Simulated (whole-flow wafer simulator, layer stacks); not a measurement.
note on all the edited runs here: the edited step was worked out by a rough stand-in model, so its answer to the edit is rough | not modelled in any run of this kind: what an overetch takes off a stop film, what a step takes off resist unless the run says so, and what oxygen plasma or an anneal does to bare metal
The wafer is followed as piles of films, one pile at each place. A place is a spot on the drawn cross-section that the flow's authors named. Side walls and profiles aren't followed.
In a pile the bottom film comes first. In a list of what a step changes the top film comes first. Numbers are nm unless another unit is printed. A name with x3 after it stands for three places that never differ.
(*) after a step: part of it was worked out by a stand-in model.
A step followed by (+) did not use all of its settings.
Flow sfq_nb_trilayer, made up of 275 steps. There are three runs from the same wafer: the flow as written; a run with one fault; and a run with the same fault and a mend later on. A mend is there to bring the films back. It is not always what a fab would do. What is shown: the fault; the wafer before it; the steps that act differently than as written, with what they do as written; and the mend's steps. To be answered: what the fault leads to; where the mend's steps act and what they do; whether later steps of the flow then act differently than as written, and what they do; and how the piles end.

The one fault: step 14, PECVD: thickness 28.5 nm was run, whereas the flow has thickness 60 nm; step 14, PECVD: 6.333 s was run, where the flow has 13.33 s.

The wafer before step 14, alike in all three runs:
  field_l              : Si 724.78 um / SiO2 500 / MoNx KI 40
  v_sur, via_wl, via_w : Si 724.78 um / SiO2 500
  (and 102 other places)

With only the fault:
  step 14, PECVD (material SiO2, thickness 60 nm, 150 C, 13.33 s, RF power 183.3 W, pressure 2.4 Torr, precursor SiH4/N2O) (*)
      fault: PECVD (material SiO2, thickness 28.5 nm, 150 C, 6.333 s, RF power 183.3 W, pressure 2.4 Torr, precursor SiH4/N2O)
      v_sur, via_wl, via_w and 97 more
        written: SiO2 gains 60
        fault: SiO2 gains 28.5
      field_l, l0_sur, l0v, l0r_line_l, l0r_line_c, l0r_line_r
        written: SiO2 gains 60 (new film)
        fault: SiO2 gains 28.5 (new film)
  Later steps of the flow acting differently than as written (10 more steps, not shown, differ only slightly: by at most 2% or 0.5 nm, whichever is larger):
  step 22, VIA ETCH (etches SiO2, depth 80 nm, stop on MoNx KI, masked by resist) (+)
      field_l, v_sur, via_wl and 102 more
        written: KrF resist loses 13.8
        fault: KrF resist loses 7.33
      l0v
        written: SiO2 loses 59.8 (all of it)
        fault: SiO2 loses 28.3 (all of it)
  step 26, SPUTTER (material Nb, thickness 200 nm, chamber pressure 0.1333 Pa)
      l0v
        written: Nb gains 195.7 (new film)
        fault: Nb gains 200 (new film)
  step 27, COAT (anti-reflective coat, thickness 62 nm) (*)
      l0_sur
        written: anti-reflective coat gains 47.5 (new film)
        fault: anti-reflective coat gains 50.8 (new film)
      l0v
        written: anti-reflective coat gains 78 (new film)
        fault: anti-reflective coat gains 68.2 (new film)
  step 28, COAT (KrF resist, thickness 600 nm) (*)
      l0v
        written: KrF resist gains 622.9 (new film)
        fault: KrF resist gains 604 (new film)
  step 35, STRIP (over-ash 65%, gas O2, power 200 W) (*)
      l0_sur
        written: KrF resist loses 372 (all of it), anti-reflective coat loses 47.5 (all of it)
        fault: KrF resist loses 373.9 (all of it), anti-reflective coat loses 50.8 (all of it)
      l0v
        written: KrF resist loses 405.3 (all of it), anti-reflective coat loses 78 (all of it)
        fault: KrF resist loses 386.4 (all of it), anti-reflective coat loses 68.2 (all of it)
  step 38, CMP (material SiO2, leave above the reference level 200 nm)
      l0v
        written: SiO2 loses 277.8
        fault: SiO2 loses 313.6
  By the end, the piles at field_l, v_sur, via_wl and 100 more depart from the flow's by more than 2% or 0.5 nm, whichever is larger.
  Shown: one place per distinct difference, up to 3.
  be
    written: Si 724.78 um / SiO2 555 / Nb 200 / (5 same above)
    fault: Si 724.78 um / SiO2 523.5 / Nb 200 / (5 same above)
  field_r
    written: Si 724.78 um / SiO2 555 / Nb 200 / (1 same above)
    fault: Si 724.78 um / SiO2 523.5 / Nb 200 / (1 same above)
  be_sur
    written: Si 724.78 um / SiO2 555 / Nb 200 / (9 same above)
    fault: Si 724.78 um / SiO2 523.5 / Nb 200 / (9 same above)

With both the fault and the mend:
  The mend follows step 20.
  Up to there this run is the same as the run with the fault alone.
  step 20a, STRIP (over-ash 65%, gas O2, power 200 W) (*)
      p4_fl x3, p4_w1 x9, p4_g1 x2 and 59 more
        KrF resist loses 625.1 (all of it), anti-reflective coat loses 62 (all of it)
      jj_sur, ce_l, c5j, ce_r, sp_r, be_r, r_sur
        KrF resist loses 632 (all of it), anti-reflective coat loses 63.7 (all of it)
      gap, res, r_end
        KrF resist loses 632.1 (all of it), anti-reflective coat loses 63.7 (all of it)
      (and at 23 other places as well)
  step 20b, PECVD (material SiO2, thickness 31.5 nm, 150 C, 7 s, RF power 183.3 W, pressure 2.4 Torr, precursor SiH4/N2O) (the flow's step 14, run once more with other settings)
      field_l, v_sur, via_wl and 103 more
        SiO2 gains 31.5
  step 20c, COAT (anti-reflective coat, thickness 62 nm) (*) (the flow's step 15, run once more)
      p4_fl x3, p4_w1 x9, p4_g1 x2 and 59 more
        anti-reflective coat gains 62 (new film)
      be_sur, gap, jj_sur and 8 more
        anti-reflective coat gains 63.7 (new film)
      wire, be, moat, field_r, lsp_l
        anti-reflective coat gains 63.8 (new film)
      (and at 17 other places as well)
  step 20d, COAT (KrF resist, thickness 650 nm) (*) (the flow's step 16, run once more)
      p4_fl x3, p4_w1 x9, p4_g1 x2 and 59 more
        KrF resist gains 650 (new film)
      jj_sur, ce_l, c5j, ce_r, sp_r, be_r, r_sur
        KrF resist gains 656.9 (new film)
      v_sur, via_wr
        KrF resist gains 659.5 (new film)
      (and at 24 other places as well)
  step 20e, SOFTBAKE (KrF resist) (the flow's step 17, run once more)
      alters no film at any place that is followed
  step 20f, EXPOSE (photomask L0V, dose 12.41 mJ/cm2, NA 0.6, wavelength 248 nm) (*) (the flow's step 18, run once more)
      alters no film at any place that is followed
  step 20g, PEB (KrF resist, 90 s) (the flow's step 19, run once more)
      p4_fl x3, p4_w1 x9, p4_g1 x2 and 59 more
        KrF resist loses 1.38
      via_v, wire, be and 15 more
        KrF resist loses 1.39
      v_sur, via_w, via_wr, via_sp, lsp_m, ln_m6, lsp_r
        KrF resist loses 1.4
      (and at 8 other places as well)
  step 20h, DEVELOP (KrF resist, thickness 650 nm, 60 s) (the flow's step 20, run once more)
      field_l, v_sur, via_wl and 102 more
        KrF resist loses 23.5
      l0v
        KrF resist loses 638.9 (all of it)
  Every later step of the flow that is run acts as written, at every place that is followed, to within 2% or 0.5 nm, whichever is larger.
  The piles end the same as the flow's at every place that both follow.
